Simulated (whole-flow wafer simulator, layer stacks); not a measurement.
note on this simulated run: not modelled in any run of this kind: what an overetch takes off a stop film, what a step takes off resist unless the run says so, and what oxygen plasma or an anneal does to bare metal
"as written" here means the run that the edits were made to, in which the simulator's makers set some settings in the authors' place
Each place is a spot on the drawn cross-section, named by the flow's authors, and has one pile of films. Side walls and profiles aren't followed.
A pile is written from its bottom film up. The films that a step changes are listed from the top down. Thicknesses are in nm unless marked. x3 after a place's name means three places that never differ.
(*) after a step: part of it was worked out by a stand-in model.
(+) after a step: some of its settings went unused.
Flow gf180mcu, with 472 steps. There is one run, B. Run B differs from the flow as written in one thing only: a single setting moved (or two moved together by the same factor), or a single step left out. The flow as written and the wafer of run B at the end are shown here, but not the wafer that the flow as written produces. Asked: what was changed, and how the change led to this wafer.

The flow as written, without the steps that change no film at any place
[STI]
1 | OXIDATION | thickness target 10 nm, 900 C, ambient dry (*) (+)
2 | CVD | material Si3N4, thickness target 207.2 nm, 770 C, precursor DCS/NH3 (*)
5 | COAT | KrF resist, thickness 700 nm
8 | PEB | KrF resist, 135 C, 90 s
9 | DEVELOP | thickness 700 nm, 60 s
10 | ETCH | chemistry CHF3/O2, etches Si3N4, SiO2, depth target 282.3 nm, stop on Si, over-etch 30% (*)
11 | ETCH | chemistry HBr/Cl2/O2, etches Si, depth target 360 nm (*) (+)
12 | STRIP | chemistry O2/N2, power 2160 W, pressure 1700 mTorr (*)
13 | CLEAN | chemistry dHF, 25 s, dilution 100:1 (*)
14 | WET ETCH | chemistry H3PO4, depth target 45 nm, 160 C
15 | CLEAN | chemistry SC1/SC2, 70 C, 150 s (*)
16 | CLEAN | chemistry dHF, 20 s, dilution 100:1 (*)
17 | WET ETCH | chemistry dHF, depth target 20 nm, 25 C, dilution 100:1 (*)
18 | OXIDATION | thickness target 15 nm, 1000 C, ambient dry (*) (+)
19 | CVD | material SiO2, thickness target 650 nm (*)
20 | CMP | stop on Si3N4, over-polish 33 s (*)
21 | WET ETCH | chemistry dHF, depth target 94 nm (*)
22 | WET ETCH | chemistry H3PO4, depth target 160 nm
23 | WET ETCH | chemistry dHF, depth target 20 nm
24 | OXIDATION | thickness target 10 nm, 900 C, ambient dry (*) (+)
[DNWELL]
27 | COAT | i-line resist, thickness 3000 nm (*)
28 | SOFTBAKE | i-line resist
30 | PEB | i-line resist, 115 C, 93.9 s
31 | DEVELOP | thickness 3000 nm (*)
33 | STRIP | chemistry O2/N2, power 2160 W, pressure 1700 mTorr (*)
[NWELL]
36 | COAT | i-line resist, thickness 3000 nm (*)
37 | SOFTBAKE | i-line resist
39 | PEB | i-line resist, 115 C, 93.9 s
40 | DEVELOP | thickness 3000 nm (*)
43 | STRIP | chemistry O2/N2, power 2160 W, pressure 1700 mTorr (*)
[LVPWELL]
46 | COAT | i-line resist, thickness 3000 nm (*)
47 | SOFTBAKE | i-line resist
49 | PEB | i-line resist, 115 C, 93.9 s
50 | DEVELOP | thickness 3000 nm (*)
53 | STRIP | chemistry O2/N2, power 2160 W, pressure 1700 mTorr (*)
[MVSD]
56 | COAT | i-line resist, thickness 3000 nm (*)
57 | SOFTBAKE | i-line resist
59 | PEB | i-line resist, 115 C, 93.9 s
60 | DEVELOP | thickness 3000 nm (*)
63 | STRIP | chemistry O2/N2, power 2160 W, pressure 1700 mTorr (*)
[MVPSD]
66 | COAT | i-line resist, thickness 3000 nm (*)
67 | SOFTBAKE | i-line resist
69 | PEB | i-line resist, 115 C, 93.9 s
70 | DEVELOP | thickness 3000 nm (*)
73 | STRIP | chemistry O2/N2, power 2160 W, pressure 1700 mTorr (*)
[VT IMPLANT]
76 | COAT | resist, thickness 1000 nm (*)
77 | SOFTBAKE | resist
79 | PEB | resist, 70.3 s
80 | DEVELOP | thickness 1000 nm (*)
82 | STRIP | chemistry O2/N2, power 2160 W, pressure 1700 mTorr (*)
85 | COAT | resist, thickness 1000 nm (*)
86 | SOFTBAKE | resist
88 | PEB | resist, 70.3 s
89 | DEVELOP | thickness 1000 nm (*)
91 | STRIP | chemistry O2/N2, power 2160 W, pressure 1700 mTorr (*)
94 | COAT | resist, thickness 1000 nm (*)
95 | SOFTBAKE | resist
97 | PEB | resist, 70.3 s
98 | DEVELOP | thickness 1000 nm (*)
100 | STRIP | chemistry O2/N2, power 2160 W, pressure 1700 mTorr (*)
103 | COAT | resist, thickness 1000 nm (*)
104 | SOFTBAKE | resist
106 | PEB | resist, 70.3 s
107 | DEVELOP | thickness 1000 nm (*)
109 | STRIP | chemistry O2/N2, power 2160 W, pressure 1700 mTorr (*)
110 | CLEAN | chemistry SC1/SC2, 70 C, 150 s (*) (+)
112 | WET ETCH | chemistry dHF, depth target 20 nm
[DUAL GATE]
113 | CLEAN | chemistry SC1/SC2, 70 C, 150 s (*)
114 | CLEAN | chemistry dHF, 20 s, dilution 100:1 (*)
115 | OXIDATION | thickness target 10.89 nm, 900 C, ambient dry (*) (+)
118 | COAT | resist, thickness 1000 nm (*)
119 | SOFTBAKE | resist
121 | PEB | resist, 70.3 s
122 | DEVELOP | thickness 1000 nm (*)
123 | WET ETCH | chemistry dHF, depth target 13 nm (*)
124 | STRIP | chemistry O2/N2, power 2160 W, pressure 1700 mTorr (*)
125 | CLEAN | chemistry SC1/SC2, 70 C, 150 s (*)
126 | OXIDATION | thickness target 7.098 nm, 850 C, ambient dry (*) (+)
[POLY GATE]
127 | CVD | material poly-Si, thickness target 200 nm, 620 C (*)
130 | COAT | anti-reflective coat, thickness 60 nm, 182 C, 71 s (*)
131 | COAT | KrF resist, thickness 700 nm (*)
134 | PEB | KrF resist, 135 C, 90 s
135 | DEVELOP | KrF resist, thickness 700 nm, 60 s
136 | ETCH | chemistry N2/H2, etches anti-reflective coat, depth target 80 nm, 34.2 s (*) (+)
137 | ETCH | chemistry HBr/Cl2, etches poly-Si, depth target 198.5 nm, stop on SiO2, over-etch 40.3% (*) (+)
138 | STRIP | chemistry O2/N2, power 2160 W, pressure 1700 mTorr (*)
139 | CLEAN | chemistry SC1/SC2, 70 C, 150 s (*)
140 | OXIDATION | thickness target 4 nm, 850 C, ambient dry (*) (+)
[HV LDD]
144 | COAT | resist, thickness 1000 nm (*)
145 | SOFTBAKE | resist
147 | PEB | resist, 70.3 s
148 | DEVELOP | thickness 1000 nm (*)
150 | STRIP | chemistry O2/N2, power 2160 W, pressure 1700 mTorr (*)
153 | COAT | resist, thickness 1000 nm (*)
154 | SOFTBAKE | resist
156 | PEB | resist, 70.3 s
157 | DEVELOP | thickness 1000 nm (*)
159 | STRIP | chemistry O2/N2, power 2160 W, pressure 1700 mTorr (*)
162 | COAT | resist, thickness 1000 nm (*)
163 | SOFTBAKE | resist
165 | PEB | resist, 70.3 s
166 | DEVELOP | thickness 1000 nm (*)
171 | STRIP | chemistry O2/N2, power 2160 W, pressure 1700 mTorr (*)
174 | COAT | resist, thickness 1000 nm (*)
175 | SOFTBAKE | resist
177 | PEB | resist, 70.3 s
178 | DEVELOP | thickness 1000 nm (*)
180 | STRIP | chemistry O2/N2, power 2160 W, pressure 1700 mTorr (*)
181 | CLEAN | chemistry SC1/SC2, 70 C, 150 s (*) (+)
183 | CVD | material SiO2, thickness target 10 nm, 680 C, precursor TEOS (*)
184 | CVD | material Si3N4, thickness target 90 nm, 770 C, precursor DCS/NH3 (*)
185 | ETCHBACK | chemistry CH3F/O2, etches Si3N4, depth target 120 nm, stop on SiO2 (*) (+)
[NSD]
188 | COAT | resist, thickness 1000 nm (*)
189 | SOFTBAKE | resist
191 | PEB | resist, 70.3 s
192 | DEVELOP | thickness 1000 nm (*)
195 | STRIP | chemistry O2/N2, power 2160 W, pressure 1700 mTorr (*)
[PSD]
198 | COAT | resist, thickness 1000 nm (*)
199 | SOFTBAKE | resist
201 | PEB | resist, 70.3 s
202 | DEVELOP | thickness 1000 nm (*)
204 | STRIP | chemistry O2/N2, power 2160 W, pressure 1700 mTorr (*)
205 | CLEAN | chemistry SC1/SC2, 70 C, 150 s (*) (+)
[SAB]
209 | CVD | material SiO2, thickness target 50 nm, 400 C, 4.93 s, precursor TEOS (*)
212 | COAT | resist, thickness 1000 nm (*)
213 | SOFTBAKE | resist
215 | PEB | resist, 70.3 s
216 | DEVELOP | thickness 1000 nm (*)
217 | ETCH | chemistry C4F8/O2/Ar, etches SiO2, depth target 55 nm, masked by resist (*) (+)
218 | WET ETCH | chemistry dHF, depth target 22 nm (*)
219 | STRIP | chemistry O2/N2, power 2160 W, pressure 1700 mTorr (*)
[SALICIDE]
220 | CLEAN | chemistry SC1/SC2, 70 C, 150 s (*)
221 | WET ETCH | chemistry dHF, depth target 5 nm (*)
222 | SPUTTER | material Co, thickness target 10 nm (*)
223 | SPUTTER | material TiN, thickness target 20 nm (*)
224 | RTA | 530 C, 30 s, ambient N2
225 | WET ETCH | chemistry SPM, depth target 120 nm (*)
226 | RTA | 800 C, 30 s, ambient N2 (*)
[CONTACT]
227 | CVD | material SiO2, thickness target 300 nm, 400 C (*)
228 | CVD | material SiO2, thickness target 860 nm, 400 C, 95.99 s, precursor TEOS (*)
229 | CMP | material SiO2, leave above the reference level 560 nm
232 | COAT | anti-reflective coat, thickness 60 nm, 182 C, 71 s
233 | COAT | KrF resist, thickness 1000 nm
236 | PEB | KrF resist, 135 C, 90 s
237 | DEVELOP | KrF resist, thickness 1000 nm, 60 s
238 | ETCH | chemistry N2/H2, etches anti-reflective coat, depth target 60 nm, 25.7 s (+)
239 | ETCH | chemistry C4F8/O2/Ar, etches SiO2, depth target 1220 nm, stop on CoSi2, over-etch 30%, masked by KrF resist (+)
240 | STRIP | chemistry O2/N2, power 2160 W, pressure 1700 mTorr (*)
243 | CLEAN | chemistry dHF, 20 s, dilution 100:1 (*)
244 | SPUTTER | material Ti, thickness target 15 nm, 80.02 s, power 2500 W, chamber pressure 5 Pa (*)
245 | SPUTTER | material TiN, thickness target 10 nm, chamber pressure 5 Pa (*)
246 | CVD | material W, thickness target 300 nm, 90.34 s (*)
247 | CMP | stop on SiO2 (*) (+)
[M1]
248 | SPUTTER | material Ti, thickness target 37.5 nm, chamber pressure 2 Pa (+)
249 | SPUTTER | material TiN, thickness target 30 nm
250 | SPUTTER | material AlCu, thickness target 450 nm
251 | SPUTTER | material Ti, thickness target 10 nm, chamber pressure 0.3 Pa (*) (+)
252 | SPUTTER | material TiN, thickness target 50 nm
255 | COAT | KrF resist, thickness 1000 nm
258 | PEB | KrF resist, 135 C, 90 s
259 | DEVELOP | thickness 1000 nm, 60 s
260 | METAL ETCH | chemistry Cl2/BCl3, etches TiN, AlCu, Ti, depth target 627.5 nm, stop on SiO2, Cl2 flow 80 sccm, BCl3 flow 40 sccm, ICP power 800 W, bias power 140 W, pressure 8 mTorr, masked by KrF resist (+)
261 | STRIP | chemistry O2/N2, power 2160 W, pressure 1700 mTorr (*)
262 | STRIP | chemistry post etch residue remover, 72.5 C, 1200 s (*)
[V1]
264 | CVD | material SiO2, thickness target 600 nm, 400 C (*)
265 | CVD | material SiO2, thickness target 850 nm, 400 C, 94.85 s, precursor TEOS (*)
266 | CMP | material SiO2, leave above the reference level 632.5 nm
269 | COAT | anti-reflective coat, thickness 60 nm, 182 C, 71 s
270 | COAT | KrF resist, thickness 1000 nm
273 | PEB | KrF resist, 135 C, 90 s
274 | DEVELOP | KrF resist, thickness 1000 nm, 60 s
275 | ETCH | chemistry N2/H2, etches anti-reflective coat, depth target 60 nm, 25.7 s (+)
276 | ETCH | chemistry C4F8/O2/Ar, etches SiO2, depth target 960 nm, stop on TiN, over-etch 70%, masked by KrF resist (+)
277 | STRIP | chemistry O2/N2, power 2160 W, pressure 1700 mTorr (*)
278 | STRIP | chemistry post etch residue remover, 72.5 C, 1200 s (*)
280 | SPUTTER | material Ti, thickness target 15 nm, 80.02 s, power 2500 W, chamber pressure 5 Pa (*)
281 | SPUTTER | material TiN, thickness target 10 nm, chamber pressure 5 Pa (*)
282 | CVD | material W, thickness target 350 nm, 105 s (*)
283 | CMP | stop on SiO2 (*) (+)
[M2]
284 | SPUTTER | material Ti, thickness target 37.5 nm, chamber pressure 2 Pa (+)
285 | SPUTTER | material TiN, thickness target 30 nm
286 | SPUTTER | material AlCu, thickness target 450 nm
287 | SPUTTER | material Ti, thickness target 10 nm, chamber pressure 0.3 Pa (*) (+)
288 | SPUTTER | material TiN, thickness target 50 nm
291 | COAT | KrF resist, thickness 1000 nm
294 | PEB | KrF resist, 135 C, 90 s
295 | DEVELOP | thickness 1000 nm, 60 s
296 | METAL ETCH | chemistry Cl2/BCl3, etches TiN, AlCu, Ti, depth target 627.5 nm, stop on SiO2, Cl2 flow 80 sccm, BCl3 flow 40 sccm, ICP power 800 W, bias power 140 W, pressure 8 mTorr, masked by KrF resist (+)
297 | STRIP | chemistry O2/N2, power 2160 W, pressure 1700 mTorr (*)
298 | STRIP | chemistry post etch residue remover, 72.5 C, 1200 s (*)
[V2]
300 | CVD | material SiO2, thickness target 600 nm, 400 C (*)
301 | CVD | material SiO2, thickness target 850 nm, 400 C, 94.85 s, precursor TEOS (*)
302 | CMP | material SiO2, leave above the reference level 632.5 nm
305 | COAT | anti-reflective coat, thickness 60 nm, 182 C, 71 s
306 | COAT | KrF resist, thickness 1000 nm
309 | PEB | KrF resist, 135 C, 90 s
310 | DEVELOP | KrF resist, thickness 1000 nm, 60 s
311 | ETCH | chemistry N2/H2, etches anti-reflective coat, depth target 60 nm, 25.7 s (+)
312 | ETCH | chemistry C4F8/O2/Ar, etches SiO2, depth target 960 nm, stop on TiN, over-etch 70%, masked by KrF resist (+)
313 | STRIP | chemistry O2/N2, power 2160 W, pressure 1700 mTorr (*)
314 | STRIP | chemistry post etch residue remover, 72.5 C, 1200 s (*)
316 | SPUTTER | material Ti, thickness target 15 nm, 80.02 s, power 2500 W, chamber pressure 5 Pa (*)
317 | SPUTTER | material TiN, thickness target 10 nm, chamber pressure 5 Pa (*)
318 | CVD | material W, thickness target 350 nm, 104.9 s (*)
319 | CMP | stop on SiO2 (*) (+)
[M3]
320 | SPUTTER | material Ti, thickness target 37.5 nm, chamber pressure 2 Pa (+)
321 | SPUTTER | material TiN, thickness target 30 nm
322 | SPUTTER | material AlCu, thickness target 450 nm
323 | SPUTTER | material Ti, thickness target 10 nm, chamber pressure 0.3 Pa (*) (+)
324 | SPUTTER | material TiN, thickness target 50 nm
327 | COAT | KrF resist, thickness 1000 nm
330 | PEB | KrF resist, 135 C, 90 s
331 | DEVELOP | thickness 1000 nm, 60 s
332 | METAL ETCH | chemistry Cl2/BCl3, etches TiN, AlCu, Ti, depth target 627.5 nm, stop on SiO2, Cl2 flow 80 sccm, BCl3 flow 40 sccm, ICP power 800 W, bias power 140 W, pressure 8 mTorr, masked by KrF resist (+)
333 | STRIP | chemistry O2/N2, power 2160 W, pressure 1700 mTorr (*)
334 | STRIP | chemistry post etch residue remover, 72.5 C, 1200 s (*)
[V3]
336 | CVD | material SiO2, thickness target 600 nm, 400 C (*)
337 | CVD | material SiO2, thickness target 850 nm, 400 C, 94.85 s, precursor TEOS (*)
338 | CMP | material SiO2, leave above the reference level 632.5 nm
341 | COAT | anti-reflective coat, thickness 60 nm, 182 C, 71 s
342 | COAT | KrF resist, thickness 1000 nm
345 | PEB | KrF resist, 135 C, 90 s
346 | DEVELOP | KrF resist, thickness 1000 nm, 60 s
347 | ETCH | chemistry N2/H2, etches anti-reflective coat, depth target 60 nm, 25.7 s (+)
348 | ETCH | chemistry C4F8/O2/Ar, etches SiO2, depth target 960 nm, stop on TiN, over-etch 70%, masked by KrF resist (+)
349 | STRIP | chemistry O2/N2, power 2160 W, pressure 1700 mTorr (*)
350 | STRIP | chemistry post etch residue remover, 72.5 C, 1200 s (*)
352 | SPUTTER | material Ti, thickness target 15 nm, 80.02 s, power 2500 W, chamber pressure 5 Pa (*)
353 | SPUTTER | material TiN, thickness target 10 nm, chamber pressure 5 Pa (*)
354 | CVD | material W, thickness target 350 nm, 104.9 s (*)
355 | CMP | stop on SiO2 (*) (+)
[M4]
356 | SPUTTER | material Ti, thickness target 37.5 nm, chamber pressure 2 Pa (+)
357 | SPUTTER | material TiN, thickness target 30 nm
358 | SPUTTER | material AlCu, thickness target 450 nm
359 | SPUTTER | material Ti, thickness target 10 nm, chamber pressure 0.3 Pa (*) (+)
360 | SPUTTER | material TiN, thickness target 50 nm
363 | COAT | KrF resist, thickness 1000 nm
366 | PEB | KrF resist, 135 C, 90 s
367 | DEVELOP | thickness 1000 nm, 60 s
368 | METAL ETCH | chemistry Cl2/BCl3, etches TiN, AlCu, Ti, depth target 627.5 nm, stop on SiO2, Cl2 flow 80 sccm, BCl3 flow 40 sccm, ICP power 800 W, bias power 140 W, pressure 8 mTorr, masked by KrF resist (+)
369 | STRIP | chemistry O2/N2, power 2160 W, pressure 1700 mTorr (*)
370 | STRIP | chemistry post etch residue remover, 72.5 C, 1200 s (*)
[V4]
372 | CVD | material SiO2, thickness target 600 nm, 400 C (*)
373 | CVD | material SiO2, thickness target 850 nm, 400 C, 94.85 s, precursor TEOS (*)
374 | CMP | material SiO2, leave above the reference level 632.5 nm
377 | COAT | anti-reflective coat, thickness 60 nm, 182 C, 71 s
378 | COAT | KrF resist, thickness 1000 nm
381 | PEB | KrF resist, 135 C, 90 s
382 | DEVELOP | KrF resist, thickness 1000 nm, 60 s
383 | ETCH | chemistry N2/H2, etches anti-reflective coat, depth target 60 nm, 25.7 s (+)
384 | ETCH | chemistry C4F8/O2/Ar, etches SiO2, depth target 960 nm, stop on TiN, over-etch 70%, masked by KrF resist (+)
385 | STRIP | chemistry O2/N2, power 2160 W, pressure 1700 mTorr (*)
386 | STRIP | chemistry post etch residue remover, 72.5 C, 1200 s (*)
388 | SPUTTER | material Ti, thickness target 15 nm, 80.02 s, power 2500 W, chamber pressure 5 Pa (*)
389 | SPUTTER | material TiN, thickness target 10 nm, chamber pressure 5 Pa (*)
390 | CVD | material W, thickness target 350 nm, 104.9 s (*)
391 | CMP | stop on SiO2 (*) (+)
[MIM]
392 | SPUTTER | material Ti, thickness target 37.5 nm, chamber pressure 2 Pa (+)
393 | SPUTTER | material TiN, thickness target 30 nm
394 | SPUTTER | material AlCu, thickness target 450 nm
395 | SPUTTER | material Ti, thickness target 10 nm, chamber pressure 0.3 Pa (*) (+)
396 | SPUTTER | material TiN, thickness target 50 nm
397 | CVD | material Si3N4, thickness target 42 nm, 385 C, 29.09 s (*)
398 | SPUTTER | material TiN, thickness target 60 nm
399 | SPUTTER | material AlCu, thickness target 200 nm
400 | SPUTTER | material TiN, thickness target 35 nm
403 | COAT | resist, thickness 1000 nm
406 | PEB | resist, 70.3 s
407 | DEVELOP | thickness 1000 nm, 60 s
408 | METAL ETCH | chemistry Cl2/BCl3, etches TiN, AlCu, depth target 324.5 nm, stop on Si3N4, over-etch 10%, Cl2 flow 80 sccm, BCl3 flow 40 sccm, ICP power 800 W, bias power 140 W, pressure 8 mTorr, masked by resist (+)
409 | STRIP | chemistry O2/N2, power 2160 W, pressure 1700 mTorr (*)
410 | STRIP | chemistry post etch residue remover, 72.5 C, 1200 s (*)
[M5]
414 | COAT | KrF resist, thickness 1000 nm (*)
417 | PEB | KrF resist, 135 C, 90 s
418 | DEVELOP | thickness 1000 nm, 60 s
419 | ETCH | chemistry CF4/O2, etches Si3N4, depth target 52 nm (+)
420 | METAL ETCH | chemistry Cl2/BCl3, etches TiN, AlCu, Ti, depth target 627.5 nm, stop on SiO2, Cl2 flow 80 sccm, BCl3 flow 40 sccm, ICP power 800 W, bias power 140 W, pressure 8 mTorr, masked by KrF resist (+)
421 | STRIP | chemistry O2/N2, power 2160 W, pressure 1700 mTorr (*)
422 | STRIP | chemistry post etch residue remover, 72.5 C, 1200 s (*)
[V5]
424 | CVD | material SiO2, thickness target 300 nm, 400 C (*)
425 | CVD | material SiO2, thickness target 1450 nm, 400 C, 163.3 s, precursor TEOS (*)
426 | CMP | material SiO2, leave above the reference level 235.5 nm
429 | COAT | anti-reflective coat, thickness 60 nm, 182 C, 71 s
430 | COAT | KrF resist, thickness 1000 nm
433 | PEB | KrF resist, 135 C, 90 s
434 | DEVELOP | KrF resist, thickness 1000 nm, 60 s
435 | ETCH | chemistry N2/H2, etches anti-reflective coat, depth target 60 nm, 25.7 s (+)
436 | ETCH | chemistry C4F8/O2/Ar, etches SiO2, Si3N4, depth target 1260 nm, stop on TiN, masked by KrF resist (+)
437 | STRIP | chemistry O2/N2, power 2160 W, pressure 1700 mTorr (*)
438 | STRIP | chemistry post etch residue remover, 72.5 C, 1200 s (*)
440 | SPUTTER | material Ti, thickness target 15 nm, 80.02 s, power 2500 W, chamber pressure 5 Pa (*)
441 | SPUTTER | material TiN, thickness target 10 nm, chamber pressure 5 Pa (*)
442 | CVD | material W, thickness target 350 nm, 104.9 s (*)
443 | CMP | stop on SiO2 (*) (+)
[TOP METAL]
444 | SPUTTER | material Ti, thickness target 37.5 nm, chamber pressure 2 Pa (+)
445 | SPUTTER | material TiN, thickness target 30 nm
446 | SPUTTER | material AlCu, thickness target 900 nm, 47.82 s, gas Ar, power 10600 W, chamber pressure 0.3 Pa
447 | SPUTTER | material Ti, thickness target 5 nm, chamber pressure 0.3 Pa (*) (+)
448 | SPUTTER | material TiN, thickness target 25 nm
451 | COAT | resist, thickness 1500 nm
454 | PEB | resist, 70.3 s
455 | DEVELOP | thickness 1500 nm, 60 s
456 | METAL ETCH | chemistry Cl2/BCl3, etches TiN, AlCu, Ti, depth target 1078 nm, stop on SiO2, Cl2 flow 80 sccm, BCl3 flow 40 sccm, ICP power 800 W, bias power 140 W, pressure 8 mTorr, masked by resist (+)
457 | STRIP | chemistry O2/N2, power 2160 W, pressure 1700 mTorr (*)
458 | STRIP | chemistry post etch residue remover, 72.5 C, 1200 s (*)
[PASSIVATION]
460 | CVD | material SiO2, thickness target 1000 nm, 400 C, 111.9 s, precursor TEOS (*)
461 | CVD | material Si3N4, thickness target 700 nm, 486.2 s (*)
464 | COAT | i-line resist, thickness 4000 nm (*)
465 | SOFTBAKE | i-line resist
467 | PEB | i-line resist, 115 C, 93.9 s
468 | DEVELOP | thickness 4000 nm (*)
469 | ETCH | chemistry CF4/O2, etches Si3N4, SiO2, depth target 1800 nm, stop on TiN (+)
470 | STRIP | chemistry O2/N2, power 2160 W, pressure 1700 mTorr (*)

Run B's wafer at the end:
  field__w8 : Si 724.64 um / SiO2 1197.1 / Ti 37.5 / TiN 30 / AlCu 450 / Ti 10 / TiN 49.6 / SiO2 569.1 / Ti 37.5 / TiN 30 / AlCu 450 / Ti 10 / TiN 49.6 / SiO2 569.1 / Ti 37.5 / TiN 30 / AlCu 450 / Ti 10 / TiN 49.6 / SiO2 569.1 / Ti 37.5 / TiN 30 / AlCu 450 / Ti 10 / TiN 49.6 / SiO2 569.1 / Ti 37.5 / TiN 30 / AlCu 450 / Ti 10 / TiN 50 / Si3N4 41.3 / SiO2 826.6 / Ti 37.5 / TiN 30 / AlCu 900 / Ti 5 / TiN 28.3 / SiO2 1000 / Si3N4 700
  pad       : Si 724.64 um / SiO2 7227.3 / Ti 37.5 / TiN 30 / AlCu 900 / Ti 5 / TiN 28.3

Cause: step 448, SPUTTER: thickness target 28.7 nm was run, while the flow as written has thickness target 25 nm.

The path from the change to this, step by step:
  448 | SPUTTER | material TiN, thickness target 25 nm
      field, field__w1, field__w2 and 109 more: TiN gains 28.7 (new film) (in the flow as written it would be: TiN gains 25 (new film))
  456 | METAL ETCH | chemistry Cl2/BCl3, etches TiN, AlCu, Ti, depth target 1078 nm, stop on SiO2, Cl2 flow 80 sccm, BCl3 flow 40 sccm, ICP power 800 W, bias power 140 W, pressure 8 mTorr, masked by resist (+)
      field, field__w1, field__w2 and 103 more: TiN loses 28.7 (all of it), Ti loses 5 (all of it), AlCu loses 900 (all of it), TiN loses 30 (all of it), Ti loses 37.5 (all of it) (in the flow as written it would be: TiN loses 25 (all of it), Ti loses 5 (all of it), AlCu loses 900 (all of it), TiN loses 30 (all of it), Ti loses 37.5 (all of it))
  465 | SOFTBAKE | i-line resist
      gate: i-line resist loses 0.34 (in the flow as written it would be: i-line resist gains 1.79)
      ld_acc_p, ld_fp_p, ld_drift_p: i-line resist gains 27 (in the flow as written it would be: i-line resist gains 33.8)
      (and at 57 other places as well)
